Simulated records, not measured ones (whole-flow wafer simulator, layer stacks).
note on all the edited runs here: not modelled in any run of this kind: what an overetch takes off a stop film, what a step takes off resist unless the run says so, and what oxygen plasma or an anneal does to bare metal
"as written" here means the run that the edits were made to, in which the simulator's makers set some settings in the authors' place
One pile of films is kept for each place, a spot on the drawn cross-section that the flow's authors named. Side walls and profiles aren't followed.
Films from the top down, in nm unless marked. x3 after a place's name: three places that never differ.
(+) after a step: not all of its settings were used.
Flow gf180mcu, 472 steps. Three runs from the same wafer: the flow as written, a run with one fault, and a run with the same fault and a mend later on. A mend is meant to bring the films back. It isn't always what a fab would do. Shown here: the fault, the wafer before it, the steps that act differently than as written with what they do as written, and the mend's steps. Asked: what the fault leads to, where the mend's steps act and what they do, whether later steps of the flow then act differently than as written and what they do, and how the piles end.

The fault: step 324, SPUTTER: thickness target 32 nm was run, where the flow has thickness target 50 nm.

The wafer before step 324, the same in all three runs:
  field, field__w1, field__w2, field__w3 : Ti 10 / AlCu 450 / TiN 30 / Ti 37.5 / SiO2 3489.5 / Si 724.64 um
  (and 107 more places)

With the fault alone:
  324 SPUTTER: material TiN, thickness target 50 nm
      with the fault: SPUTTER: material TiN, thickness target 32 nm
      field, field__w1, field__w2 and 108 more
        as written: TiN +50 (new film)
        with the fault: TiN +32 (new film)
  Later steps of the flow that act differently than as written (3 more steps differ only slightly, by at most 2% or 0.5 nm, whichever is larger, and aren't shown):
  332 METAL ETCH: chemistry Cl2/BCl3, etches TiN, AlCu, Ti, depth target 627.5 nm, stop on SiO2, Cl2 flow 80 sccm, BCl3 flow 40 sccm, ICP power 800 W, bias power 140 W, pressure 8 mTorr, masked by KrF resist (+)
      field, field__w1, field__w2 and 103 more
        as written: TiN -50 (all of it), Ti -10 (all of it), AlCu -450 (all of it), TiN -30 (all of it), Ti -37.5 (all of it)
        with the fault: TiN -32 (all of it), Ti -10 (all of it), AlCu -450 (all of it), TiN -30 (all of it), Ti -37.5 (all of it)
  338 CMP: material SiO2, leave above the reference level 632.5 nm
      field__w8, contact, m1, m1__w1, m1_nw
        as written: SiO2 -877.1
        with the fault: SiO2 -859.1
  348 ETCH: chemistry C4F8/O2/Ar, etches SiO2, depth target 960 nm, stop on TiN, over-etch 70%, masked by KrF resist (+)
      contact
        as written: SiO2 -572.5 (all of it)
        with the fault: SiO2 -590.5 (all of it)
  At the end the piles differ from the flow's by more than 2% or 0.5 nm, whichever is larger, at field__w8, contact, m1, m1__w1, m1_nw.
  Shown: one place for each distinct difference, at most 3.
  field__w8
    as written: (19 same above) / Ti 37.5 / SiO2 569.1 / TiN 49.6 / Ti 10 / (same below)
    with the fault: (19 same above) / Ti 37.5 / SiO2 587.1 / TiN 31.6 / Ti 10 / (same below)
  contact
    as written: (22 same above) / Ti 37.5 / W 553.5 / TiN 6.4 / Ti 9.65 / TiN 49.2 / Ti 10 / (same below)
    with the fault: (22 same above) / Ti 37.5 / W 571.7 / TiN 6.34 / Ti 9.55 / TiN 31.2 / Ti 10 / (same below)

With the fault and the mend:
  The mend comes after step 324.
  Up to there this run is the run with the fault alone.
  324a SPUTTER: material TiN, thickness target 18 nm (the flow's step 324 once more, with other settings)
      field, field__w1, field__w2 and 108 more
        TiN +18
  No later step of the flow acts differently than as written at any place that is followed.
  At the end the piles are the same as the flow's at every place that both follow.
